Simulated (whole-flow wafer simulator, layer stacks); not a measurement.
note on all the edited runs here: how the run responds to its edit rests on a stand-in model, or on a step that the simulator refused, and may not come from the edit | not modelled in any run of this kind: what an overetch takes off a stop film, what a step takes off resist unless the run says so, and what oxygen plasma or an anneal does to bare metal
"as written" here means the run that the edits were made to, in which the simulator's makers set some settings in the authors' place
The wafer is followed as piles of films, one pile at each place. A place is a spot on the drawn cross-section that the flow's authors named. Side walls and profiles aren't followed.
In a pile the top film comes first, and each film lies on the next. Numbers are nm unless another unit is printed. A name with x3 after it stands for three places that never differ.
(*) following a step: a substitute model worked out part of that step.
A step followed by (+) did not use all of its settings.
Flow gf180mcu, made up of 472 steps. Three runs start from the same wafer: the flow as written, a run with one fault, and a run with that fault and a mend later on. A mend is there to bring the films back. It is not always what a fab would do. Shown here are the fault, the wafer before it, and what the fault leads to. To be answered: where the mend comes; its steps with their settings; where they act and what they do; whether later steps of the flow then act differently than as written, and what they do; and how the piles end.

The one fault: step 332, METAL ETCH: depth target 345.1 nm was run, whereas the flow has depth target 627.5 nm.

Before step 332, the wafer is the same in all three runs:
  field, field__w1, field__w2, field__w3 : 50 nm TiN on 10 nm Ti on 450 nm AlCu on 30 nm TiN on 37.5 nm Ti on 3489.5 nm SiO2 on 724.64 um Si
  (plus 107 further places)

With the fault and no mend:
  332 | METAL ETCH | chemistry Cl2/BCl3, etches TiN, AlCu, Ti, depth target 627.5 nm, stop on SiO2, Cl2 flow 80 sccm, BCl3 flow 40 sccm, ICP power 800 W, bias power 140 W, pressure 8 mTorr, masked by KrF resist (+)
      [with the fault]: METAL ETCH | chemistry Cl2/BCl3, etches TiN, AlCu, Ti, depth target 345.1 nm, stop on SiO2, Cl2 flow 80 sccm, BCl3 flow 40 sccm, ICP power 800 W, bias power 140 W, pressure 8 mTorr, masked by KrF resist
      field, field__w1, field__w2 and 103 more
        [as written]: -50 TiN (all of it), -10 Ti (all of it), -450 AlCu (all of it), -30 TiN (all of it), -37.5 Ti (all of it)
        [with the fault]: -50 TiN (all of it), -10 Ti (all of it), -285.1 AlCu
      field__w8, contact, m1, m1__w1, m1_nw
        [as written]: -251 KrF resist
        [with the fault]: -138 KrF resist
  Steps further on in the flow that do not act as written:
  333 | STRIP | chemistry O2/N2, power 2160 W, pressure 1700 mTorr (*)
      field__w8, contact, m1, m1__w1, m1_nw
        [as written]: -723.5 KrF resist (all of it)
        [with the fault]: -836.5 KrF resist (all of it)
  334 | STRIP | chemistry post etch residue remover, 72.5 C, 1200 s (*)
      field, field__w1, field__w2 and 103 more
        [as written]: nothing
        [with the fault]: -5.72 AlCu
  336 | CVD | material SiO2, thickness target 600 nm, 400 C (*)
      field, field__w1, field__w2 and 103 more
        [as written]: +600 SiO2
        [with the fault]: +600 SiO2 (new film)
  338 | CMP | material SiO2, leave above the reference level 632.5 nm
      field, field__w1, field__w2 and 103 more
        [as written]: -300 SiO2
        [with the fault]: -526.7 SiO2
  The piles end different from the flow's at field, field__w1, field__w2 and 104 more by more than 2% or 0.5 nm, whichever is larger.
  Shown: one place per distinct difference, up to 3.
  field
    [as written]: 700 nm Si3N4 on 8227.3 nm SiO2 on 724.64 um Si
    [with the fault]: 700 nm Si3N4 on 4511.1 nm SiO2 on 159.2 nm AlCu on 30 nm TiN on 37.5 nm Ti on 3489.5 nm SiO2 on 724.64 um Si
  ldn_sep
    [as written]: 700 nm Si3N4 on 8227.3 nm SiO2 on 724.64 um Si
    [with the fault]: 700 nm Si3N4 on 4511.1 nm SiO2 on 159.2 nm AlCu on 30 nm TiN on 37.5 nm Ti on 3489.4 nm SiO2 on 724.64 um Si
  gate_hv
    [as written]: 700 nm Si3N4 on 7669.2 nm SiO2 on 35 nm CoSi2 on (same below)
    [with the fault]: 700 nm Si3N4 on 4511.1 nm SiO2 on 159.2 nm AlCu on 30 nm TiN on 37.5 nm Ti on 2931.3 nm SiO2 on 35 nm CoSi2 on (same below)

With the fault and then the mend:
  The mend stands after step 334.
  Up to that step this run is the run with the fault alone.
  334a | DEHYDRATE | 200 C, 60 s (the flow's step 325 again)
      leaves every film unchanged at each place that is followed
  334b | HMDS | 120 C, 60 s (the flow's step 326 again)
      leaves every film unchanged at each place that is followed
  334c | COAT | KrF resist, thickness 1000 nm (*) (the flow's step 327 again)
      iso_ptap_pw, iso_ntap_nw, iso_nw_fld and 33 more
        +1000 KrF resist (new film)
      field_sub__w2, field_sub__w4, active and 12 more
        +1002.2 KrF resist (new film)
      p_well, sti, gate and 7 more
        +1002.4 KrF resist (new film)
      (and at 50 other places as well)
  334d | SOFTBAKE | KrF resist (the flow's step 328 again)
      leaves every film unchanged at each place that is followed
  334e | EXPOSE | photomask Metal3 (the flow's step 329 again)
      leaves every film unchanged at each place that is followed
  334f | PEB | KrF resist, 135 C, 90 s (the flow's step 330 again)
      field__w1, field__w2, field__w3 and 58 more
        -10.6 KrF resist
      iso_ptap_pw, iso_ntap_nw, iso_nw_fld and 33 more
        -10.5 KrF resist
      sd_p, gate_p, nw_sep_fld, polyc_n
        -10.7 KrF resist
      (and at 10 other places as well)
  334g | DEVELOP | thickness 1000 nm, 60 s (the flow's step 331 again)
      iso_ptap_pw, iso_ntap_nw, iso_nw_fld and 33 more
        -989.5 KrF resist (all of it)
      field__w6, field__w10, field_sub__w2 and 10 more
        -991.6 KrF resist (all of it)
      field__w5, field__w9, field_sub__w1 and 9 more
        -991.7 KrF resist (all of it)
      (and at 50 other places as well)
  334h | METAL ETCH | chemistry Cl2/BCl3, etches TiN, AlCu, Ti, depth target 282.4 nm, stop on SiO2, Cl2 flow 80 sccm, BCl3 flow 40 sccm, ICP power 800 W, bias power 140 W, pressure 8 mTorr, masked by KrF resist (+) (the flow's step 332 again, with other settings)
      field, field__w1, field__w2 and 103 more
        -159.2 AlCu (all of it), -30 TiN (all of it), -37.5 Ti (all of it)
      field__w8, contact, m1, m1__w1, m1_nw
        -113 KrF resist
  334i | STRIP | chemistry O2/N2, power 2160 W, pressure 1700 mTorr (*) (the flow's step 333 again)
      field__w8, m1
        -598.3 KrF resist (all of it)
      contact
        -596.4 KrF resist (all of it)
      m1__w1
        -607.3 KrF resist (all of it)
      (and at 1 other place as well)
  334j | STRIP | chemistry post etch residue remover, 72.5 C, 1200 s (*) (the flow's step 334 again)
      field__w8, contact, m1, m1__w1, m1_nw
        -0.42 TiN
  Every later step of the flow that is run acts as written, at every place that is followed, to within 2% or 0.5 nm, whichever is larger.
  At the end the piles are close to the flow's at the places that both follow, differing by at most 2% or 0.5 nm, whichever is larger.
